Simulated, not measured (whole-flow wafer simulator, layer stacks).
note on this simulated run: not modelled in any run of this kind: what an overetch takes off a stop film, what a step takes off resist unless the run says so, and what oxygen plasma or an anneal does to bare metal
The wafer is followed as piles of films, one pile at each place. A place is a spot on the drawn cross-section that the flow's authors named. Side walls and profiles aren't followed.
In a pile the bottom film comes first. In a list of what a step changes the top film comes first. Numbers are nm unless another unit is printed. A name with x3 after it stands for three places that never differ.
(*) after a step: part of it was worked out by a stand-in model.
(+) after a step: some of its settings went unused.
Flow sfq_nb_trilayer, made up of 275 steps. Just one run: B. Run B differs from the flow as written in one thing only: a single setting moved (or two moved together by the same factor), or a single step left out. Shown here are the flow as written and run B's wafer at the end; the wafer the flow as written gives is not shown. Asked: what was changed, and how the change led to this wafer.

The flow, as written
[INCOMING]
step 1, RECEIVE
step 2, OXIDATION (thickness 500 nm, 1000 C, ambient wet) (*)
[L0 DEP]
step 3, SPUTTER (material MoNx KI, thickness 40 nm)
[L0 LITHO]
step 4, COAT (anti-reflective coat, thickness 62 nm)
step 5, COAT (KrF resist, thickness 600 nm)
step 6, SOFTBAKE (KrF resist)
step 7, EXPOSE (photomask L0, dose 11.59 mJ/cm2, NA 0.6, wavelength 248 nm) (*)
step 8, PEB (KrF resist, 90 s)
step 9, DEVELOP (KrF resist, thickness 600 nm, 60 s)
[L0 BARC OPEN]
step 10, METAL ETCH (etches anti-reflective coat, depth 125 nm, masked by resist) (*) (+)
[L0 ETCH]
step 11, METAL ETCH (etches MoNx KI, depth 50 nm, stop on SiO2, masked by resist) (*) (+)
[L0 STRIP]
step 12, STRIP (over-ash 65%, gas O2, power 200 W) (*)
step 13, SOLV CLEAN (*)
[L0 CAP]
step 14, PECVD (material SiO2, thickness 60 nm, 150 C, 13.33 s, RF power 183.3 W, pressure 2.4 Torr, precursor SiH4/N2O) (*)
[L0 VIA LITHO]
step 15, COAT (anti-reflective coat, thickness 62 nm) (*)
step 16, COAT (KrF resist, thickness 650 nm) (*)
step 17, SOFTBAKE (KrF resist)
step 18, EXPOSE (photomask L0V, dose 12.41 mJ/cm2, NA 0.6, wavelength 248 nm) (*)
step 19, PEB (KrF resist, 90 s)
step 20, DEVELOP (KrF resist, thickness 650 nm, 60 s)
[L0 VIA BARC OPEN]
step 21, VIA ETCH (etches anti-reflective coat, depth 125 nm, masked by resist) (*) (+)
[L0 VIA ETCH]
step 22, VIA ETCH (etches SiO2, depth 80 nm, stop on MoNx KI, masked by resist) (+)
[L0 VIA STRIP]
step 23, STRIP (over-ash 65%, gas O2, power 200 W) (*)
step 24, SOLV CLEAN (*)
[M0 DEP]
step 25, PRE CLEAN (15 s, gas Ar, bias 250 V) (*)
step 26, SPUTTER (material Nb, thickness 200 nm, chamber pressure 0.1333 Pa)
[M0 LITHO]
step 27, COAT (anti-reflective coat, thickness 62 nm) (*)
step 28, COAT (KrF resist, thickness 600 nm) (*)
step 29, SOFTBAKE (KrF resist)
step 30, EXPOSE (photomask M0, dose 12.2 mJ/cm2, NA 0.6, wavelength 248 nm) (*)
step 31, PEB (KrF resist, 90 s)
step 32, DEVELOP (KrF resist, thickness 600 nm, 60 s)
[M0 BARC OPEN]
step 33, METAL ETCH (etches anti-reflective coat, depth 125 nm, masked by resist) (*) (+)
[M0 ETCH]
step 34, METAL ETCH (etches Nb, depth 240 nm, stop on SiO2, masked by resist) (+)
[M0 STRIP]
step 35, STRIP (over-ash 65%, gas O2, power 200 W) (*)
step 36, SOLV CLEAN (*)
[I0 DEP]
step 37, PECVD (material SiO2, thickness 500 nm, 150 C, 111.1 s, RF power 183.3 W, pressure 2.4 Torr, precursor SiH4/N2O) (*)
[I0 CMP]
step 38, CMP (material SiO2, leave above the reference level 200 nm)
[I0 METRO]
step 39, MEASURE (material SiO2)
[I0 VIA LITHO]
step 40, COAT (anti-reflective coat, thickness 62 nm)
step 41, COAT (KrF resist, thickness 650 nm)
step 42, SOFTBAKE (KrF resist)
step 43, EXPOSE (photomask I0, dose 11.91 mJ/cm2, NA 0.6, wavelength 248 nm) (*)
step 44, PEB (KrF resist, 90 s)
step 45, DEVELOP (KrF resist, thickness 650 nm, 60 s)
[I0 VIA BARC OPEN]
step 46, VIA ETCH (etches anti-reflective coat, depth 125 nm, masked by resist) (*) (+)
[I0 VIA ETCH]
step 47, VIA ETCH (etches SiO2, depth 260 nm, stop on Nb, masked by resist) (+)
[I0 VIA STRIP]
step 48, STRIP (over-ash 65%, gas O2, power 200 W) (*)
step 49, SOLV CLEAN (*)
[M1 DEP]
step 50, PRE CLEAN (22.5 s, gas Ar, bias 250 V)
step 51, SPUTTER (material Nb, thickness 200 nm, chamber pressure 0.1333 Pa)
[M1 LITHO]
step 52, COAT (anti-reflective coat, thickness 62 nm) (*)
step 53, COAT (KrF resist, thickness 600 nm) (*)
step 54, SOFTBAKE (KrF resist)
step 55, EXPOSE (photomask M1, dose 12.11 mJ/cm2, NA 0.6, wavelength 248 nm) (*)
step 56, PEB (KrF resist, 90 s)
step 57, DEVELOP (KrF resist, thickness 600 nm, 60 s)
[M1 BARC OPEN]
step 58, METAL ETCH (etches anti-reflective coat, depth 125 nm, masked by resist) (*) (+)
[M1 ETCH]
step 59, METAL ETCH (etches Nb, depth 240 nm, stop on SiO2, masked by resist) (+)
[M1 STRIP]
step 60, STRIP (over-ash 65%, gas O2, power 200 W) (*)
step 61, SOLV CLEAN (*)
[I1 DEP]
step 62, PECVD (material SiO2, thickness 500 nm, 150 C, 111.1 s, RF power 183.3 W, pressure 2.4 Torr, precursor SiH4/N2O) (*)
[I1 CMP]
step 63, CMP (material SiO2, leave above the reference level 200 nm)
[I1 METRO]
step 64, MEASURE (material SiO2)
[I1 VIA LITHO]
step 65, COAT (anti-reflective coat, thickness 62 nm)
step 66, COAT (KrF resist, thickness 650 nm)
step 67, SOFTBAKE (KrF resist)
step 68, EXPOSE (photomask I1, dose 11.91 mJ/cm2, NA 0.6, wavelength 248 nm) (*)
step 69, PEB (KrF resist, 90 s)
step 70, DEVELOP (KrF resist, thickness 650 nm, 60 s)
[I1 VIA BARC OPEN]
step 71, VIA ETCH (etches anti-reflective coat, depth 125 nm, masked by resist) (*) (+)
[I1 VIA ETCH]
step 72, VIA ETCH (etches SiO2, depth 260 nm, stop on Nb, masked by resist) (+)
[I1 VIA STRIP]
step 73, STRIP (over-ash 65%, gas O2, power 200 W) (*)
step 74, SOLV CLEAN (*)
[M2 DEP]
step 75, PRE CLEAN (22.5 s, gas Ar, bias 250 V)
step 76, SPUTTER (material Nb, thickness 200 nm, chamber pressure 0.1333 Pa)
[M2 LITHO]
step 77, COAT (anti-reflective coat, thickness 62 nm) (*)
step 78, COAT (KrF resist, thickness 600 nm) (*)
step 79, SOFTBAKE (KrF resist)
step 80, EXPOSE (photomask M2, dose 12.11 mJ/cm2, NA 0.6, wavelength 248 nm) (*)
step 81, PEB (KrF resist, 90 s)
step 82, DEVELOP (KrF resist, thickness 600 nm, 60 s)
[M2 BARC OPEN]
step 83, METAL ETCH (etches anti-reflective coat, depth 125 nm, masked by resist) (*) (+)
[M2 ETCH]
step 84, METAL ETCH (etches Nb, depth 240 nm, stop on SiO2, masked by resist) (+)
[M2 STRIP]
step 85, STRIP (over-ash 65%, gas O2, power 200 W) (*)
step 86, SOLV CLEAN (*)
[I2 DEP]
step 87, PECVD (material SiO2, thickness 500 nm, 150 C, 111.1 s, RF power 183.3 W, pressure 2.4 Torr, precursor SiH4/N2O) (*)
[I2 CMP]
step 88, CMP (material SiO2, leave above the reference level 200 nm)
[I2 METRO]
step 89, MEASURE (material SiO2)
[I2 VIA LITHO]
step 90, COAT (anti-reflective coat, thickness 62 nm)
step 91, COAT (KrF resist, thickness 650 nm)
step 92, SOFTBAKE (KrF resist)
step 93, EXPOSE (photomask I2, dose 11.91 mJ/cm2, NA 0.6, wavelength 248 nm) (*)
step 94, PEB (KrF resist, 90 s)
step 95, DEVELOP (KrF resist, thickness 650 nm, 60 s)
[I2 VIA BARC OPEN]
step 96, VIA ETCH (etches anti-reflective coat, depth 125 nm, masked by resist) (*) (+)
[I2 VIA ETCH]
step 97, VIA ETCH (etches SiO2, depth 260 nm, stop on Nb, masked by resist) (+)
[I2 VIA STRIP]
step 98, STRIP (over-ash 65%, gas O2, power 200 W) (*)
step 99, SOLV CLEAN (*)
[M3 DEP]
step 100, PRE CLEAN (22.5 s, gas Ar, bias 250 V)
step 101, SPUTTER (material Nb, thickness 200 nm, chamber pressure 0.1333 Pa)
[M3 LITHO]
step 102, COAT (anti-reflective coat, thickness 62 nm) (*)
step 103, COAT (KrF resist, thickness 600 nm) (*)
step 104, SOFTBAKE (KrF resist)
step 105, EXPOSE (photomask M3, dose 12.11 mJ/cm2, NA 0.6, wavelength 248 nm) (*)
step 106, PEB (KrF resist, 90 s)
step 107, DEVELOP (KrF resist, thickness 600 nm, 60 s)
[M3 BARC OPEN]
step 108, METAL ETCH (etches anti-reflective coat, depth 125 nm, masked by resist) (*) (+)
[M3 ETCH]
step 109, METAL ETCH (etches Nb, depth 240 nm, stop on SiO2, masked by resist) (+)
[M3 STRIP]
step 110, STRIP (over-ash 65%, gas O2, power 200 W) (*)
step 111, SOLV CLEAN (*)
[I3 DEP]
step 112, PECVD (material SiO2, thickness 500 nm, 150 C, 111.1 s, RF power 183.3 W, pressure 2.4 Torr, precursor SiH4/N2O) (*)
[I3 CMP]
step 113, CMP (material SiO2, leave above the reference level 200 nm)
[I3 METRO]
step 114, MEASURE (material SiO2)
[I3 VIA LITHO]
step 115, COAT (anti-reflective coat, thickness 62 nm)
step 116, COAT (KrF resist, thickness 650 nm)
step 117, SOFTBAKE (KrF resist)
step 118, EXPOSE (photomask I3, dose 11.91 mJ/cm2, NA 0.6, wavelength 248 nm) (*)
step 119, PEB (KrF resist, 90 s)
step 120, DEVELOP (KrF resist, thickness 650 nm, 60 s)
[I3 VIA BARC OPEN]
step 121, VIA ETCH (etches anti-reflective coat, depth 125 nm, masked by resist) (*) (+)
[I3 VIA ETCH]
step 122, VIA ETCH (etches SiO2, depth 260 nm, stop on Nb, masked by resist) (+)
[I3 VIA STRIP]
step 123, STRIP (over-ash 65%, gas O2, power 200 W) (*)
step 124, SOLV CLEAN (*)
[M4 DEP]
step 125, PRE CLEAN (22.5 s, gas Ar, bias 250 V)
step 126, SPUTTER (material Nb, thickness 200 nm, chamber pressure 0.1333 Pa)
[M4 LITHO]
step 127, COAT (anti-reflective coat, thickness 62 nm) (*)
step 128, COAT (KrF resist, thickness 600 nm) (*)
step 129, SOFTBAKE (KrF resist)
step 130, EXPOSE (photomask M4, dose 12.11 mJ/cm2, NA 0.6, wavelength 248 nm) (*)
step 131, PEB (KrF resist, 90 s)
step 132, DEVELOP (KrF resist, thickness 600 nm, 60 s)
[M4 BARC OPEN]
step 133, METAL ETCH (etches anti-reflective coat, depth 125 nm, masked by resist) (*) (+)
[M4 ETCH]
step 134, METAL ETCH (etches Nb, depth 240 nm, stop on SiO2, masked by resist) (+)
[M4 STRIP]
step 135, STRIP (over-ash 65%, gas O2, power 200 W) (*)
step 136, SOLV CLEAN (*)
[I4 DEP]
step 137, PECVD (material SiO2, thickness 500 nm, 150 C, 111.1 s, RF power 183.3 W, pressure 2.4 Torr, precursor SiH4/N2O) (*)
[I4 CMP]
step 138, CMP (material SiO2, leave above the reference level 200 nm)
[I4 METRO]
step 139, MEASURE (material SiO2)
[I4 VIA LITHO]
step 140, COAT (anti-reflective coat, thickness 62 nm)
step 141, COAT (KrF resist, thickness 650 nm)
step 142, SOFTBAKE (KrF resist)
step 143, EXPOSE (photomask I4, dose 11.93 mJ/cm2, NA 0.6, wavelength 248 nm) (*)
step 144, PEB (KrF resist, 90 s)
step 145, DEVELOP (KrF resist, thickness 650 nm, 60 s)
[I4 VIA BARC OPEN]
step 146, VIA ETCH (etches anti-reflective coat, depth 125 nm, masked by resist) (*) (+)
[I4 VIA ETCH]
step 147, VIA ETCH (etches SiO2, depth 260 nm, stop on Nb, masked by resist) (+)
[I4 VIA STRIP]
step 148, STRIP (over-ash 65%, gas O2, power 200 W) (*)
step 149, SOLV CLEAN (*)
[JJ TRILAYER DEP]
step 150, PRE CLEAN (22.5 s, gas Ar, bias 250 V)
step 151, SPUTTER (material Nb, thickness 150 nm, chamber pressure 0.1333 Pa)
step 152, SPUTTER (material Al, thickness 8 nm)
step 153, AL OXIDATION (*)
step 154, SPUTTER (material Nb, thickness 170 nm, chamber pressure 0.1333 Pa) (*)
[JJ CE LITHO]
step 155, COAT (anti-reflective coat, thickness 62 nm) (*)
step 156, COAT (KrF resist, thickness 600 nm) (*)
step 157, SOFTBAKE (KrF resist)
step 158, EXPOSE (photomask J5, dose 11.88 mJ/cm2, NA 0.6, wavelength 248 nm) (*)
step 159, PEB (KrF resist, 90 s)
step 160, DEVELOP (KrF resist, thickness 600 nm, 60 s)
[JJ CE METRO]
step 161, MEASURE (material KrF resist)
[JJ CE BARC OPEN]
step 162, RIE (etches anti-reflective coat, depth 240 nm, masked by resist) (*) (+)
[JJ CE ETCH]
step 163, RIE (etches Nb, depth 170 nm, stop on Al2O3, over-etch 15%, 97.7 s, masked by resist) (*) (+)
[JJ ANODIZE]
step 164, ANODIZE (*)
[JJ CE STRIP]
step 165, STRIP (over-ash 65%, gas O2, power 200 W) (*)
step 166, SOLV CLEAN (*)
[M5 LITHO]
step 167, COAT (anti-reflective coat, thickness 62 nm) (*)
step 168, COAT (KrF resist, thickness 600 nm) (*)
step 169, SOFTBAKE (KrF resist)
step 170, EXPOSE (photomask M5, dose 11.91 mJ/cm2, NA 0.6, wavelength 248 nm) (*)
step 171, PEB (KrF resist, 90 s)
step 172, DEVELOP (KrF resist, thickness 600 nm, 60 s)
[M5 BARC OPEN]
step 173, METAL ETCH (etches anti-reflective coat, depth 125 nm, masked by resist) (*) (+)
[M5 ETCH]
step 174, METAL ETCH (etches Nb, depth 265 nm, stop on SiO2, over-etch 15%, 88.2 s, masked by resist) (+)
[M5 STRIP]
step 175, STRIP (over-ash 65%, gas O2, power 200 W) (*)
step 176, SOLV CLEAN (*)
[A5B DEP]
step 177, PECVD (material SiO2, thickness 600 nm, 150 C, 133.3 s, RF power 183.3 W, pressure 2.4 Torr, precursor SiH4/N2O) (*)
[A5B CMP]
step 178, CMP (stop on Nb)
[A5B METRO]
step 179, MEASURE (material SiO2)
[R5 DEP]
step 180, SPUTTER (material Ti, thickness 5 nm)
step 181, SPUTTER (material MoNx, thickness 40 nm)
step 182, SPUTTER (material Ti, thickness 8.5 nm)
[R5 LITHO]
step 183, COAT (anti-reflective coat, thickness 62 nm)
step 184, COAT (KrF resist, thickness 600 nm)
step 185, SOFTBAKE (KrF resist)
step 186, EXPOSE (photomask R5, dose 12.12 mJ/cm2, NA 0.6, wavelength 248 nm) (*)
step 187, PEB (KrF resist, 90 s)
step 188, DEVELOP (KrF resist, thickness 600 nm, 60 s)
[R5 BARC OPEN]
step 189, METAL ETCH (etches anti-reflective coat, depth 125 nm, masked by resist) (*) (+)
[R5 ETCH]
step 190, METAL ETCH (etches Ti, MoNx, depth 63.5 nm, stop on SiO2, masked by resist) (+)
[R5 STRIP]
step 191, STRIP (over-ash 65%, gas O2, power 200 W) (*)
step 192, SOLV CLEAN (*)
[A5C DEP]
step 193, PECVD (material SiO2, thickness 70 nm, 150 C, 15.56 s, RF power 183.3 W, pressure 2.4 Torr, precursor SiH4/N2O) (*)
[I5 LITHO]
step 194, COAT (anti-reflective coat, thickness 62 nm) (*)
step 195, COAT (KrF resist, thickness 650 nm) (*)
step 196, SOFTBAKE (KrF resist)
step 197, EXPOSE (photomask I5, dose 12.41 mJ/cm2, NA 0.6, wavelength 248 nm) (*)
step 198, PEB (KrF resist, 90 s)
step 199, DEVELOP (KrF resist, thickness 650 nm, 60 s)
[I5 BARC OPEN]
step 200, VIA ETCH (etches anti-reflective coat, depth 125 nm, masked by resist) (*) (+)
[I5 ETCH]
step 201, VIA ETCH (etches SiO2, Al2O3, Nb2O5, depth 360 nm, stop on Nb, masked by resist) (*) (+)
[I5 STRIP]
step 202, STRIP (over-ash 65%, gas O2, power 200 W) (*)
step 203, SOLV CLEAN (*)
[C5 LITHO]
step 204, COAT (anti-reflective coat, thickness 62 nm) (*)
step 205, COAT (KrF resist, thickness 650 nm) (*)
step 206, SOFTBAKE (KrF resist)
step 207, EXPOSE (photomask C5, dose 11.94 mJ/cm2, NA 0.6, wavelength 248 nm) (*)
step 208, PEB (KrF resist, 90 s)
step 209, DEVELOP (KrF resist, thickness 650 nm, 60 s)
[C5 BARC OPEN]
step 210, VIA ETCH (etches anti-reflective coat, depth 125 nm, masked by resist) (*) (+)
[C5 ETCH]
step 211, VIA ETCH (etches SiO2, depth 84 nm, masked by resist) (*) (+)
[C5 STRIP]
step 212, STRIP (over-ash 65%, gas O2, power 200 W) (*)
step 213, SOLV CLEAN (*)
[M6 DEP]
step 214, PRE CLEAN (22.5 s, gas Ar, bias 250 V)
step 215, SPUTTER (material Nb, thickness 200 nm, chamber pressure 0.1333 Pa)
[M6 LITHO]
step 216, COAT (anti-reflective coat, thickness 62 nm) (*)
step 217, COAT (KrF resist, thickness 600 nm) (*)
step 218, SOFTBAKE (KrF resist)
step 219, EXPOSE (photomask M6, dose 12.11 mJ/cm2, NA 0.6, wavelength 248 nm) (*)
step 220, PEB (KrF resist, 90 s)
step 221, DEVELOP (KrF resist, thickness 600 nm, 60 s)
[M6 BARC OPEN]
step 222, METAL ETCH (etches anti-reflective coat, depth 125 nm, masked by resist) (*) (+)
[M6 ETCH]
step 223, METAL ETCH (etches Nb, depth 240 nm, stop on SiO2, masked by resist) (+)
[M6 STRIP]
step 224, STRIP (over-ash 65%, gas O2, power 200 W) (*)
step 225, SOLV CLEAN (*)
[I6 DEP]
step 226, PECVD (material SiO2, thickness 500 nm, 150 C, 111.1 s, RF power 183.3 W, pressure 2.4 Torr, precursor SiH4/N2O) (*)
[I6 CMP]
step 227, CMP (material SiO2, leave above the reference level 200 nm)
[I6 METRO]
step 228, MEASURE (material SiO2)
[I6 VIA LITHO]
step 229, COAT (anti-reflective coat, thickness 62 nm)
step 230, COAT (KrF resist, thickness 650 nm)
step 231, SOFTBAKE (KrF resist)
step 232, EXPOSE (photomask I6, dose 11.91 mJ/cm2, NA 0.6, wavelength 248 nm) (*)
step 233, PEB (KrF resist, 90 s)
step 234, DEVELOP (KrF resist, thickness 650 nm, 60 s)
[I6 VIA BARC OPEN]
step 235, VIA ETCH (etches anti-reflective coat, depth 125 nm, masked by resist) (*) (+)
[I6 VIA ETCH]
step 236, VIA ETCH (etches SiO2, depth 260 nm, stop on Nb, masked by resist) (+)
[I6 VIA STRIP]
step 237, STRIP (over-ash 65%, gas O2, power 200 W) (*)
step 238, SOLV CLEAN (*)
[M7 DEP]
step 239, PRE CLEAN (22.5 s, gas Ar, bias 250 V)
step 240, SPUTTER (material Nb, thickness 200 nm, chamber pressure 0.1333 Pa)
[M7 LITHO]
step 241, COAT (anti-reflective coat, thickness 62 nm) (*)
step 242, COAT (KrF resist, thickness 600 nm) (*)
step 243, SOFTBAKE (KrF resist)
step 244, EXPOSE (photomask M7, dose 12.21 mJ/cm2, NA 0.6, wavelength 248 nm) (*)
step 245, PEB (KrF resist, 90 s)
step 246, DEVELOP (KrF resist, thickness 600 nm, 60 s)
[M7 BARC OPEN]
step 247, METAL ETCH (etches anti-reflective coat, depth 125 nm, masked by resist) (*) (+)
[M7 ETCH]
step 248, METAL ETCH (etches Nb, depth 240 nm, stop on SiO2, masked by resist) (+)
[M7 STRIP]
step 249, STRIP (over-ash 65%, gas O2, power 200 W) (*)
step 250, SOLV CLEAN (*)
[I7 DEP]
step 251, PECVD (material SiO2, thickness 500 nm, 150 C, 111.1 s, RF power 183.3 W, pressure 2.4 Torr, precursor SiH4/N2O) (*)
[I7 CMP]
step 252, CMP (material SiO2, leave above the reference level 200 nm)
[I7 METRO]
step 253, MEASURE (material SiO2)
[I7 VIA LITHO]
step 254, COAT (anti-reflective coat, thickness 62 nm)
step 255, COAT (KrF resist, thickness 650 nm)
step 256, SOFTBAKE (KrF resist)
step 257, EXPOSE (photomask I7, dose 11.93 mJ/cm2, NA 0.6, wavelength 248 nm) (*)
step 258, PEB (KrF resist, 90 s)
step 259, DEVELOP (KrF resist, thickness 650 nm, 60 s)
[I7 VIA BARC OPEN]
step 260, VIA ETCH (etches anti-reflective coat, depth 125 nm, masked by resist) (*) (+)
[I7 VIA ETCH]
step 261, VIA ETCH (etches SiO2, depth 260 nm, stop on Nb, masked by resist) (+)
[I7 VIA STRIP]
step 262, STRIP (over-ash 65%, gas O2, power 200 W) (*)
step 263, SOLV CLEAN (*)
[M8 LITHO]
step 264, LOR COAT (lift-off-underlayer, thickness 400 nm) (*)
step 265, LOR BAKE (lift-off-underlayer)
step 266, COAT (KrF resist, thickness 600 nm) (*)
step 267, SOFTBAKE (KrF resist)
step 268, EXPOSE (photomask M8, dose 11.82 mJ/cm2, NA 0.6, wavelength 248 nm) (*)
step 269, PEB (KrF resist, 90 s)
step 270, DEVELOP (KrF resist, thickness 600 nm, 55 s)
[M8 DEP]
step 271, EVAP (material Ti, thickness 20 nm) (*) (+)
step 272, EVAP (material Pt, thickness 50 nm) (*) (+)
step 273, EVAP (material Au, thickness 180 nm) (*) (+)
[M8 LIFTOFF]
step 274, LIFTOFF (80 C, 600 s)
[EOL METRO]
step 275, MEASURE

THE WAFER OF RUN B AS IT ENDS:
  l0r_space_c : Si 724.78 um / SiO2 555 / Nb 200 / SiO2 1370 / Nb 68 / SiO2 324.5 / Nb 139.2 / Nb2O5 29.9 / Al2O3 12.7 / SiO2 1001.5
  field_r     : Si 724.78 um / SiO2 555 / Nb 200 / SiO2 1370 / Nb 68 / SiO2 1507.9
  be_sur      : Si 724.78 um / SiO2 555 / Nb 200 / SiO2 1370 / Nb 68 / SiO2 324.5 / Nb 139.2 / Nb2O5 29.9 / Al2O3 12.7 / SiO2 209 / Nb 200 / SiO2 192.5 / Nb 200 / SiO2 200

Cause: step 134, METAL ETCH: depth 132 nm was run, while the flow as written has depth 240 nm.

How this came from the change, step by step:
  step 134, METAL ETCH (etches Nb, depth 240 nm, stop on SiO2, masked by resist) (+)
      field_l, be, be_sur and 64 more: Nb loses 132 (as written it would have been: Nb loses 200 (all of it))
      v_sur, via_wl, via_w and 36 more: KrF resist loses 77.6 (as written it would have been: KrF resist loses 141.2)
  step 135, STRIP (over-ash 65%, gas O2, power 200 W) (*)
      p4_fl, p4_fm, p4_w1 and 26 more: KrF resist loses 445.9 (all of it), anti-reflective coat loses 62 (all of it) (as written it would have been: KrF resist loses 382.4 (all of it), anti-reflective coat loses 62 (all of it))
      lsp_m, ln_m6: KrF resist loses 445.5 (all of it), anti-reflective coat loses 61.8 (all of it) (as written it would have been: KrF resist loses 381.9 (all of it), anti-reflective coat loses 61.8 (all of it))
      (and at 8 other places as well)
  step 137, PECVD (material SiO2, thickness 500 nm, 150 C, 111.1 s, RF power 183.3 W, pressure 2.4 Torr, precursor SiH4/N2O) (*)
      field_l, be, be_sur and 55 more: SiO2 gains 500 (new film) (as written it would have been: SiO2 gains 500)
      p3_s0, p3_s1, p3_s2, p3_s3, p3_s4, p3_s5: SiO2 gains 500 (new film) (as written it would have been: SiO2 gains 557.1)
      (and at 3 other places as well)
  step 138, CMP (material SiO2, leave above the reference level 200 nm)
      field_l, be, be_sur and 55 more: SiO2 loses 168 (as written it would have been: SiO2 loses 100)
      p3_s0, p3_s1, p3_s2, p3_s3, p3_s4, p3_s5: SiO2 loses 168 (as written it would have been: SiO2 loses 157.1)
      (and at 3 other places as well)
If metal films that touch count as one body, l0r_space_c has 3 bodies (between them, from the top down: SiO2 324.5; SiO2 1370); the flow as written gives 2 bodies (between them, from the top down: SiO2 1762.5).
If metal films that touch count as one body, field_r has 2 bodies (between them, from the top down: SiO2 1370); the flow as written gives 1 body.
If metal films that touch count as one body, be_sur has 5 bodies (between them, from the top down: SiO2 192.5; SiO2 209 / Al2O3 12.7 / Nb2O5 29.9; SiO2 324.5; SiO2 1370); the flow as written gives 4 bodies (between them, from the top down: SiO2 192.5; SiO2 209 / Al2O3 12.7 / Nb2O5 29.9; SiO2 1762.5).
